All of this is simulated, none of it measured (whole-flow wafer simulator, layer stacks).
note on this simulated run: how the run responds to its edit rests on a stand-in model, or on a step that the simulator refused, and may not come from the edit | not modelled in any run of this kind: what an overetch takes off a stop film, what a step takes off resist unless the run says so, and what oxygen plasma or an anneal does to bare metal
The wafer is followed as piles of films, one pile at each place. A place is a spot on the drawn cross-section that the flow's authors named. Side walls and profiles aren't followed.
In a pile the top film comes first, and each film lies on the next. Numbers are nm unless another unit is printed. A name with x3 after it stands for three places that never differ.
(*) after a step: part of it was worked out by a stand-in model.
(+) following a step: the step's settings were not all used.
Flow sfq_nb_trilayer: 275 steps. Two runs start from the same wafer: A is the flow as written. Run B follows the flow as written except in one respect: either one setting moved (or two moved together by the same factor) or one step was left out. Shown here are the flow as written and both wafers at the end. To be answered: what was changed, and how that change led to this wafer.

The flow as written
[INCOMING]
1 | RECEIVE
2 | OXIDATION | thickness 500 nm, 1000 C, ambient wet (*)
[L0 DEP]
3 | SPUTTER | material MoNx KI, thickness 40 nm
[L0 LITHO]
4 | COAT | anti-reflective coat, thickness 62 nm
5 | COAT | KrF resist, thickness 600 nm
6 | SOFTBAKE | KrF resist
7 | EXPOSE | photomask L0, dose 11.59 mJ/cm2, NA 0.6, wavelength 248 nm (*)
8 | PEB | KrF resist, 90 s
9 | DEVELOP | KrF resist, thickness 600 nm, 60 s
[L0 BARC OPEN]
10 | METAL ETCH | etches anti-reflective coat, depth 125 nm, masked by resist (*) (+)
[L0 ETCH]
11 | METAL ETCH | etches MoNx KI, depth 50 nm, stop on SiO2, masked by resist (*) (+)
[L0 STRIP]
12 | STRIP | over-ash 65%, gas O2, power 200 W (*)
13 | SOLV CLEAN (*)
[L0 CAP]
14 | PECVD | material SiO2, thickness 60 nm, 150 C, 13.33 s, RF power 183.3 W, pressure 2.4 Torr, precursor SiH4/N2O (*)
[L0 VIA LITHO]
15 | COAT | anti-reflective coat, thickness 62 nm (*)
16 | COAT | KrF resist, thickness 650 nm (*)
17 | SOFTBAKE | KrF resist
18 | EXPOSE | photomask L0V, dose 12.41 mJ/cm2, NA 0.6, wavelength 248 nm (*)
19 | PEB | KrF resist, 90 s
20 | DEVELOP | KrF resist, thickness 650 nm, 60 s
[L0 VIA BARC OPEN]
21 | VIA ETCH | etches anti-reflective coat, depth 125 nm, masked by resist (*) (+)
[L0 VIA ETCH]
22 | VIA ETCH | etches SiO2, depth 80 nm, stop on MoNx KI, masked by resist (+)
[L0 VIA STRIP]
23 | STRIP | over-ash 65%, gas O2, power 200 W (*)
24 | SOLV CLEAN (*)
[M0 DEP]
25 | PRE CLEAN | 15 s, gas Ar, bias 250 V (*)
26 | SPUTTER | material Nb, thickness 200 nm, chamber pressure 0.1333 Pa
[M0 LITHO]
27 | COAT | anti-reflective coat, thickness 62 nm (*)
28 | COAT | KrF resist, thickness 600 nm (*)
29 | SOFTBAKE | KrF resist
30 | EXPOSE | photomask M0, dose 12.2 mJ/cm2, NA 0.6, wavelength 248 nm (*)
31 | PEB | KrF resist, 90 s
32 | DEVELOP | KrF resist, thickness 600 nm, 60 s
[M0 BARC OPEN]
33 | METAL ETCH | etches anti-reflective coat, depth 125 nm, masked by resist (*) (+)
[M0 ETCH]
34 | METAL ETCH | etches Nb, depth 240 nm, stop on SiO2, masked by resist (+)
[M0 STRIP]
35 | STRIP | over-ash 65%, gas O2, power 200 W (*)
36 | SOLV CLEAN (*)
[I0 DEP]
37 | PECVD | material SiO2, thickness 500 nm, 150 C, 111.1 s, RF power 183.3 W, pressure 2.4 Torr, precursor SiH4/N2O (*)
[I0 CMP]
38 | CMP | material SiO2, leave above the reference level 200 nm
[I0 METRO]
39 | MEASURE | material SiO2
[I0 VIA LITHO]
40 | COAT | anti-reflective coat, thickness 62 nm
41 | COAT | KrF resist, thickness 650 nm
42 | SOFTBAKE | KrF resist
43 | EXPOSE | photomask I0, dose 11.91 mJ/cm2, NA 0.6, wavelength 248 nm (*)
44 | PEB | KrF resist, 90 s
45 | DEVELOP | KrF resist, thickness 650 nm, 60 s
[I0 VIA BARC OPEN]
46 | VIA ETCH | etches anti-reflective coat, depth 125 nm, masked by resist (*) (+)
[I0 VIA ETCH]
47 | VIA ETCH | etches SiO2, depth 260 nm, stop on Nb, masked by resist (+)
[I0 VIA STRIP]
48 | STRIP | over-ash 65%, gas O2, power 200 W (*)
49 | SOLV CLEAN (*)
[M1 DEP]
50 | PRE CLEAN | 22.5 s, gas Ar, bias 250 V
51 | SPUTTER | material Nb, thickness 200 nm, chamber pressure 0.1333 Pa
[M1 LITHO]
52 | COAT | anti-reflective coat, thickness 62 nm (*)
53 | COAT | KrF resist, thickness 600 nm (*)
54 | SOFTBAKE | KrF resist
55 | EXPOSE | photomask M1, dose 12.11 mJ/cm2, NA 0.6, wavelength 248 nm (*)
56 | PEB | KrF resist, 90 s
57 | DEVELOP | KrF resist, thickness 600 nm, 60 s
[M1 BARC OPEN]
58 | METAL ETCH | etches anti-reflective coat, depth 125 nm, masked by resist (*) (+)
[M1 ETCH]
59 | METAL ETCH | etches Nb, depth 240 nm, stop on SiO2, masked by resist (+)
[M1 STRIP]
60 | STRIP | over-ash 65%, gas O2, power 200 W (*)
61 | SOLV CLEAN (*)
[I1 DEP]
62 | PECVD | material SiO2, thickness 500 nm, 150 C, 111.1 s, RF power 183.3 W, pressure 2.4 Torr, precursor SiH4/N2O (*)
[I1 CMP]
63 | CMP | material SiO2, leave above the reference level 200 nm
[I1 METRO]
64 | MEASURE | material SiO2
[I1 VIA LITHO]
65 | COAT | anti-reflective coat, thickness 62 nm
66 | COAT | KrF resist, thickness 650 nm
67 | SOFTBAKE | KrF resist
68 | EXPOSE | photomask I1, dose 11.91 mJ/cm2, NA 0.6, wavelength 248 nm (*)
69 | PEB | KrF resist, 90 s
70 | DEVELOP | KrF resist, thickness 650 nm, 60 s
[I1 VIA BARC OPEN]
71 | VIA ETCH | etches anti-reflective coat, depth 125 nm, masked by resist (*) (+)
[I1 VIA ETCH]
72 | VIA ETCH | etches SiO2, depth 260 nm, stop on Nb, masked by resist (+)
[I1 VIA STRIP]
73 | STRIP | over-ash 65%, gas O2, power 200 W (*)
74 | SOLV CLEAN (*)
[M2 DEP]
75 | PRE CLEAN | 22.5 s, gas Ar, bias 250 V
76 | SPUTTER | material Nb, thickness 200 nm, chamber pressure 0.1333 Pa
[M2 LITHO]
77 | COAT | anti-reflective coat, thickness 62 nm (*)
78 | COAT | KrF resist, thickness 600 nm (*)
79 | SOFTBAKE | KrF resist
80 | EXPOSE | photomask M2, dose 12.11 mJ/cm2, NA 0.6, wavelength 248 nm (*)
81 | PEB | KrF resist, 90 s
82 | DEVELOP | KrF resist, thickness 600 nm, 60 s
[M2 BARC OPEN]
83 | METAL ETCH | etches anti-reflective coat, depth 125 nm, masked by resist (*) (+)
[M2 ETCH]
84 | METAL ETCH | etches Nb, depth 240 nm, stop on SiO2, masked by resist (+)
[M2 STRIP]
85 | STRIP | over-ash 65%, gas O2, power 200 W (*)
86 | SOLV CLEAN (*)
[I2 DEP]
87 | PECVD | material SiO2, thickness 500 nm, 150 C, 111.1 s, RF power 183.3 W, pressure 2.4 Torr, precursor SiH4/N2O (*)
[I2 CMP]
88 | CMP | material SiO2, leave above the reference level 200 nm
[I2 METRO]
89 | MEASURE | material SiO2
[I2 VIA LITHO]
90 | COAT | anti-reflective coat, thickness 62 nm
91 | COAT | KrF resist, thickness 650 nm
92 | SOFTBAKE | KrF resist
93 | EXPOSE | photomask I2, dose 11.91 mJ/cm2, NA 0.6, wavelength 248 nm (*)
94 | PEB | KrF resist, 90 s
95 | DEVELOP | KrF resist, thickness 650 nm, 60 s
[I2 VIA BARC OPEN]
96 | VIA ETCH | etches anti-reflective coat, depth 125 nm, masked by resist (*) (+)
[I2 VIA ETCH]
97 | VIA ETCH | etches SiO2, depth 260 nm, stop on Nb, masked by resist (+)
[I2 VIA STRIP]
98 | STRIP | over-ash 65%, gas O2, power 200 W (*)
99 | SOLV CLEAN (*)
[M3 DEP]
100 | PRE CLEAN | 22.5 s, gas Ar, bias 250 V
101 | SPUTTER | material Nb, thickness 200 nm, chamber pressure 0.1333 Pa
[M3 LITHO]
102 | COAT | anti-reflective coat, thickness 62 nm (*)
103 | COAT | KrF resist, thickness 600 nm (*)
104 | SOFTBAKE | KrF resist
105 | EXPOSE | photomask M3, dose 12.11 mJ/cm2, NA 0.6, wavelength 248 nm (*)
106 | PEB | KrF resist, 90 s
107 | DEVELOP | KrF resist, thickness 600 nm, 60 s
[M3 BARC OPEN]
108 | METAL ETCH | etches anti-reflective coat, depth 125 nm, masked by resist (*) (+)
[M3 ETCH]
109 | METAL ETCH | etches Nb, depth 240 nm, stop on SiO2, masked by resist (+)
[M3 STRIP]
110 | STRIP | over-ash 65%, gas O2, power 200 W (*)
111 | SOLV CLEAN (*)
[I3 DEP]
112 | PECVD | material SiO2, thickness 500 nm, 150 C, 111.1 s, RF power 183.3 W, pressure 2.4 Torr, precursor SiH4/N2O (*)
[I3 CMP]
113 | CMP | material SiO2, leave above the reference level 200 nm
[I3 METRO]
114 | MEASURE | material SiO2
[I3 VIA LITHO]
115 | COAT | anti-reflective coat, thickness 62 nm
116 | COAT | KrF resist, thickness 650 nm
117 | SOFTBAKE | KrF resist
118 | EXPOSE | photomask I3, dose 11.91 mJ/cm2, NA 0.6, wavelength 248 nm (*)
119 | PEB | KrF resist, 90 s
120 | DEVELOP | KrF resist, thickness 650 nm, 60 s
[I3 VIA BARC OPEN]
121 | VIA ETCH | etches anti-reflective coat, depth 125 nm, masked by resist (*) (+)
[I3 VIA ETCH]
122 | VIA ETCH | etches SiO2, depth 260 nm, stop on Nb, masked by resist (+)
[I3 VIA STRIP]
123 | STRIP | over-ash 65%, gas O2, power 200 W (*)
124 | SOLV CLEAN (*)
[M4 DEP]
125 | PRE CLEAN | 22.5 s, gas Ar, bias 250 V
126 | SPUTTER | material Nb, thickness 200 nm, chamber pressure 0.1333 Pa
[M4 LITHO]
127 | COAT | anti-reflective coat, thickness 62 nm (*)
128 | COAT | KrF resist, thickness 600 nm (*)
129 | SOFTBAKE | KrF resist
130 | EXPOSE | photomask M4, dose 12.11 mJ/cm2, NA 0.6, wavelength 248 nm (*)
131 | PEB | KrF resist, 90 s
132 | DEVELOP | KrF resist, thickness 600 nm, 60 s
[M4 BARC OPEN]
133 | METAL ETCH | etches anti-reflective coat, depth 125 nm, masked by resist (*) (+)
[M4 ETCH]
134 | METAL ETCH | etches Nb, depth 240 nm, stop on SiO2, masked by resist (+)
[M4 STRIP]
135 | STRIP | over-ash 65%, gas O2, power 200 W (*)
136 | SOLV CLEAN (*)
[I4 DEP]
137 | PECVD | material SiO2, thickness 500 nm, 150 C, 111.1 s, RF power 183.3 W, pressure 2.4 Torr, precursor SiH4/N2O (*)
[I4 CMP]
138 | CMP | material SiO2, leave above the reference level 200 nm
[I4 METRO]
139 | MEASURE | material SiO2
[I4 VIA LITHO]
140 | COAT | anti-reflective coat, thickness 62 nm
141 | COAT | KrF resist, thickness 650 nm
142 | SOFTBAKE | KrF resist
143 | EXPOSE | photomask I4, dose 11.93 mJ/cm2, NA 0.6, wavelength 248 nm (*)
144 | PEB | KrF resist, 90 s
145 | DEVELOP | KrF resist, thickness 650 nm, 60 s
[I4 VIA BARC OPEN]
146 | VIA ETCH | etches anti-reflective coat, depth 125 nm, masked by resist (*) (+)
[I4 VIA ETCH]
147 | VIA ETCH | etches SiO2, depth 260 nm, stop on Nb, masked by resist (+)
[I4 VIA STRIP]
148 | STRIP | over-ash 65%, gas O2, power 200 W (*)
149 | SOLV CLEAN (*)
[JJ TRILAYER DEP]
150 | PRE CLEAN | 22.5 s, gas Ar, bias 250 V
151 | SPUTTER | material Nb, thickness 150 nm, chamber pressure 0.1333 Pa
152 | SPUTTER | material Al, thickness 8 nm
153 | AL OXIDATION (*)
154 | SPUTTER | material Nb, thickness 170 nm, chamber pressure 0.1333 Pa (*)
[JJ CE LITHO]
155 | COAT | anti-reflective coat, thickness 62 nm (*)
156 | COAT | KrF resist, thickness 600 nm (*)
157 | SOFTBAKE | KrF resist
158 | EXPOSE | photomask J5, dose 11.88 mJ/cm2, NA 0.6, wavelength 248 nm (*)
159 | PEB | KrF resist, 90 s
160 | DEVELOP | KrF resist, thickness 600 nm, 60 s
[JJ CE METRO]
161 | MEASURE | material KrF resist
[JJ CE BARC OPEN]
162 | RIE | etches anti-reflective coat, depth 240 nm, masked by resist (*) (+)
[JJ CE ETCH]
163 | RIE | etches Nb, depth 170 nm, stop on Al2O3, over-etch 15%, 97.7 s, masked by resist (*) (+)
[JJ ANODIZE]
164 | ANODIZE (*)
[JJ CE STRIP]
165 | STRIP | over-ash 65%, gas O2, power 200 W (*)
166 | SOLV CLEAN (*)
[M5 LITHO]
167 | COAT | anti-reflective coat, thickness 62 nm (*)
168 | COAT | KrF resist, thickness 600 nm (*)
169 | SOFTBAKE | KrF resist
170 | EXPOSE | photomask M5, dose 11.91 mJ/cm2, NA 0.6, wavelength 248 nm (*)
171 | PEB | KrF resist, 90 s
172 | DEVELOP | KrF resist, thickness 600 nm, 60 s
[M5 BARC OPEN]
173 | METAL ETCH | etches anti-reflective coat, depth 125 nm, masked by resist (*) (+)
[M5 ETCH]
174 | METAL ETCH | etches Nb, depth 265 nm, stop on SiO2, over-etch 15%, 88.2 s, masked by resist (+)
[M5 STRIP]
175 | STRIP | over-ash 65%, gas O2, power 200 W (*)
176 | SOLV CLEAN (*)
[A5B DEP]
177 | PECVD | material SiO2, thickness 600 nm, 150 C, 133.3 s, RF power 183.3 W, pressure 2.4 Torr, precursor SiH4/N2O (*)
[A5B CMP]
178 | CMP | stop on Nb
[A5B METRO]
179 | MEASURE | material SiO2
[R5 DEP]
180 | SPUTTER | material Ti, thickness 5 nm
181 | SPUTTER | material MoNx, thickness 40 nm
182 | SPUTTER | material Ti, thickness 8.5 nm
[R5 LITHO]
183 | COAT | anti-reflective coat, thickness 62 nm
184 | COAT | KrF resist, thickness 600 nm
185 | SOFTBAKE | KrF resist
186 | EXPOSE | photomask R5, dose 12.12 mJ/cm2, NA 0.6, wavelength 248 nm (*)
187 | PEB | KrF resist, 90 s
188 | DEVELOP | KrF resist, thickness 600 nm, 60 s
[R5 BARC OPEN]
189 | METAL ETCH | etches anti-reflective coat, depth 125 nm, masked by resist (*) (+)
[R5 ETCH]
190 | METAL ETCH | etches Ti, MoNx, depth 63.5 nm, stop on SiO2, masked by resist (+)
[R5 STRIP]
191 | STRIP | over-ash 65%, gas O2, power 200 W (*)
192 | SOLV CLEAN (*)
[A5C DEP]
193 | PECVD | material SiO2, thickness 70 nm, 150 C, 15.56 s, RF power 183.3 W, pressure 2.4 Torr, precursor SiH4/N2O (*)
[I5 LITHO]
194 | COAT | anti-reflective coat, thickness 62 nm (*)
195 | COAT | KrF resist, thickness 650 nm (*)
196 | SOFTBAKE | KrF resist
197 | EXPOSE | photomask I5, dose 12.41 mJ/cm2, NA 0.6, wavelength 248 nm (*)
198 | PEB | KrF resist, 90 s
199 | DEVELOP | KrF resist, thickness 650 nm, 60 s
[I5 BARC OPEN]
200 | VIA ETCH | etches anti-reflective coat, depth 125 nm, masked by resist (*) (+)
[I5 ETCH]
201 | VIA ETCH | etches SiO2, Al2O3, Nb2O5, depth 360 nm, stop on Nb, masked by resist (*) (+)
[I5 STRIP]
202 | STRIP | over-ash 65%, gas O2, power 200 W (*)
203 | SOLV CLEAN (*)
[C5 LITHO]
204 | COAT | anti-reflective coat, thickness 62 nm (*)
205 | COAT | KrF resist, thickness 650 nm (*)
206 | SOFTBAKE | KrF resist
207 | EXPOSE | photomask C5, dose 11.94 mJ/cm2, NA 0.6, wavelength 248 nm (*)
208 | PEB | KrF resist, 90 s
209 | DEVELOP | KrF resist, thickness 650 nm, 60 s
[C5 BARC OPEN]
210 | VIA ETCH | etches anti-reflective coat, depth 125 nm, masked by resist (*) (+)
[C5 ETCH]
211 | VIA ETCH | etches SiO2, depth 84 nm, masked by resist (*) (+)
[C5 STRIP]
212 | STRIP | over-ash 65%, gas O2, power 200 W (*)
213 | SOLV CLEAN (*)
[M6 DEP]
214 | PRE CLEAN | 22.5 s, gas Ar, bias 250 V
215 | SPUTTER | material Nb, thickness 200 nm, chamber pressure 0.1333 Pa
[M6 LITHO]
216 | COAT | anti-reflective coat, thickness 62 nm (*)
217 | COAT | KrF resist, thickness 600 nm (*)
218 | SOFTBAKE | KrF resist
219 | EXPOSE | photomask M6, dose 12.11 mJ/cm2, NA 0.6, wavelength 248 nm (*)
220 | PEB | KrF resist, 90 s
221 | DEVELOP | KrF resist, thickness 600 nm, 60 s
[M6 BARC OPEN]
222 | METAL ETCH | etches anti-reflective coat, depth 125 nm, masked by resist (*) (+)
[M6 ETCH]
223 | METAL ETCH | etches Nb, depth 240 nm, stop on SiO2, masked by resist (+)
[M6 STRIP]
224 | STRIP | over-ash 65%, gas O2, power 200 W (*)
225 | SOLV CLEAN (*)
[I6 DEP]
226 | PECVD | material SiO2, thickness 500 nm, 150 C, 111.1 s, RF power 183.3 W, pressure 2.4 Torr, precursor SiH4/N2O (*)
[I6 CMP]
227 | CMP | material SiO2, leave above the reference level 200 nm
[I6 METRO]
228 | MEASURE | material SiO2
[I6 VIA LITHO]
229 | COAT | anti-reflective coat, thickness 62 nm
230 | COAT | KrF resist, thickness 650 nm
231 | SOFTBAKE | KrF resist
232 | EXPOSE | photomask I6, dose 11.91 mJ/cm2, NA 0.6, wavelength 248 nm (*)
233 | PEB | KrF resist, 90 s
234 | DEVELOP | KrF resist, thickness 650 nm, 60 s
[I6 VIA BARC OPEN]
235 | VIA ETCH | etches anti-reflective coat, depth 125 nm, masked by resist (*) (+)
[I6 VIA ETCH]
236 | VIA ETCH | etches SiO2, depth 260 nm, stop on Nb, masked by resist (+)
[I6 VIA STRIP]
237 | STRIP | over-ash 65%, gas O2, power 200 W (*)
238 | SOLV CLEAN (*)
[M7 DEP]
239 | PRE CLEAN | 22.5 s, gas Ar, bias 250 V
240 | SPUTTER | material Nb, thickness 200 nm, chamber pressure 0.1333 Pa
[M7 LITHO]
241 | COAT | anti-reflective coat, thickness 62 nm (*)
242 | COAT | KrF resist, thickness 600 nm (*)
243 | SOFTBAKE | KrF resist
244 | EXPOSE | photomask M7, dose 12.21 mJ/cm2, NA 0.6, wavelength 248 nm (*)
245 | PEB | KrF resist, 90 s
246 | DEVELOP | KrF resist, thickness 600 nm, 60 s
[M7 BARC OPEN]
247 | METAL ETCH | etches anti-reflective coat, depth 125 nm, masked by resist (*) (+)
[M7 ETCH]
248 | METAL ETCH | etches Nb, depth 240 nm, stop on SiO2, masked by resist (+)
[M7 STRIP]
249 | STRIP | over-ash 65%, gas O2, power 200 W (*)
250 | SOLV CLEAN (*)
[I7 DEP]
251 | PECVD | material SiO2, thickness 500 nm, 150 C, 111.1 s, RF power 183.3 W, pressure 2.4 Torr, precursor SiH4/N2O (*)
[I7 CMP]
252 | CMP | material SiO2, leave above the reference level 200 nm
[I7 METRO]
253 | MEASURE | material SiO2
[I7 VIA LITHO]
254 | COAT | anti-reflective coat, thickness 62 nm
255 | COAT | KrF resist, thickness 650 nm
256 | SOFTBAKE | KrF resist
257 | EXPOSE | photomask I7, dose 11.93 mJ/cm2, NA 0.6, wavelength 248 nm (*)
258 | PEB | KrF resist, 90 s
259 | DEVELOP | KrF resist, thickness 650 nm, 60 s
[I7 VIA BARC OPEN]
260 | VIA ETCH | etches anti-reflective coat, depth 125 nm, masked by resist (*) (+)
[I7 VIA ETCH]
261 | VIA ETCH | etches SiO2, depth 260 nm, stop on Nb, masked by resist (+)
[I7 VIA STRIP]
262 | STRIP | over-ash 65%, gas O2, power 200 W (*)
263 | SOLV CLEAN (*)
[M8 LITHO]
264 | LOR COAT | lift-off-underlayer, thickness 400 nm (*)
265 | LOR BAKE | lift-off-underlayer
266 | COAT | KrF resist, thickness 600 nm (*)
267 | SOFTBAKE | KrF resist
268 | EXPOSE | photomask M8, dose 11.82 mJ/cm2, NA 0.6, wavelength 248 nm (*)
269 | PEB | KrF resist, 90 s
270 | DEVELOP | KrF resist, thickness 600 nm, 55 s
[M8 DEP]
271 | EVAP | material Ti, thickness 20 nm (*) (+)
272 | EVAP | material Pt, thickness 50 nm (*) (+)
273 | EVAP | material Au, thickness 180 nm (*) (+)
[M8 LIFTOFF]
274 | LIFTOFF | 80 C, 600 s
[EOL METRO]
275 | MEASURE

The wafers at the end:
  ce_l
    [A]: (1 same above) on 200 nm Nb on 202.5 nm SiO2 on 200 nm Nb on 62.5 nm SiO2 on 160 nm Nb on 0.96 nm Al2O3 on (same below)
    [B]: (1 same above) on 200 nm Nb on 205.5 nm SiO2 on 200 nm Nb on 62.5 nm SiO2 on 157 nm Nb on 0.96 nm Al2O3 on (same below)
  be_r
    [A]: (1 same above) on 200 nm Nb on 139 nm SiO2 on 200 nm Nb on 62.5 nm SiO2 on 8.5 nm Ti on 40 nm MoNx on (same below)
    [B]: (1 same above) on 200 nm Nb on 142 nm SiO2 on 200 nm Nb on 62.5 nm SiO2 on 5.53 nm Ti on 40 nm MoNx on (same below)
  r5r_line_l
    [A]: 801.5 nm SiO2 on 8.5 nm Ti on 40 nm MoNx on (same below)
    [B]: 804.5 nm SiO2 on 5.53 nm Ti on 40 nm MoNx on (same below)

Cause: step 182, SPUTTER: thickness 5.53 nm was run, though the flow has thickness 8.5 nm.
The wafer lets one read it off: be_r has Ti 5.53, and step 182 as written asks for 8.5 nm.

The path from the change to this, step by step:
  182 | SPUTTER | material Ti, thickness 8.5 nm
      field_l, v_sur, via_wl and 103 more: A +8.5 Ti (new film) | B +5.53 Ti (new film)
  190 | METAL ETCH | etches Ti, MoNx, depth 63.5 nm, stop on SiO2, masked by resist (+)
      field_l, v_sur, via_wl and 92 more: A -8.5 Ti (all of it), -40 MoNx (all of it), -5 Ti (all of it) | B -5.53 Ti (all of it), -40 MoNx (all of it), -5 Ti (all of it)
      ce_l, c5j, ce_r, wl_jj: A -8.5 Ti (all of it), -40 MoNx (all of it), -5 Ti (all of it), -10 Nb | B -5.53 Ti (all of it), -40 MoNx (all of it), -5 Ti (all of it), -13 Nb
  216 | COAT | anti-reflective coat, thickness 62 nm (*)
      sp_r: A +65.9 anti-reflective coat (new film) | B +64.5 anti-reflective coat (new film)
  224 | STRIP | over-ash 65%, gas O2, power 200 W (*)
      sp_r: A -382 KrF resist (all of it), -65.9 anti-reflective coat (all of it) | B -382.1 KrF resist (all of it), -64.5 anti-reflective coat (all of it)
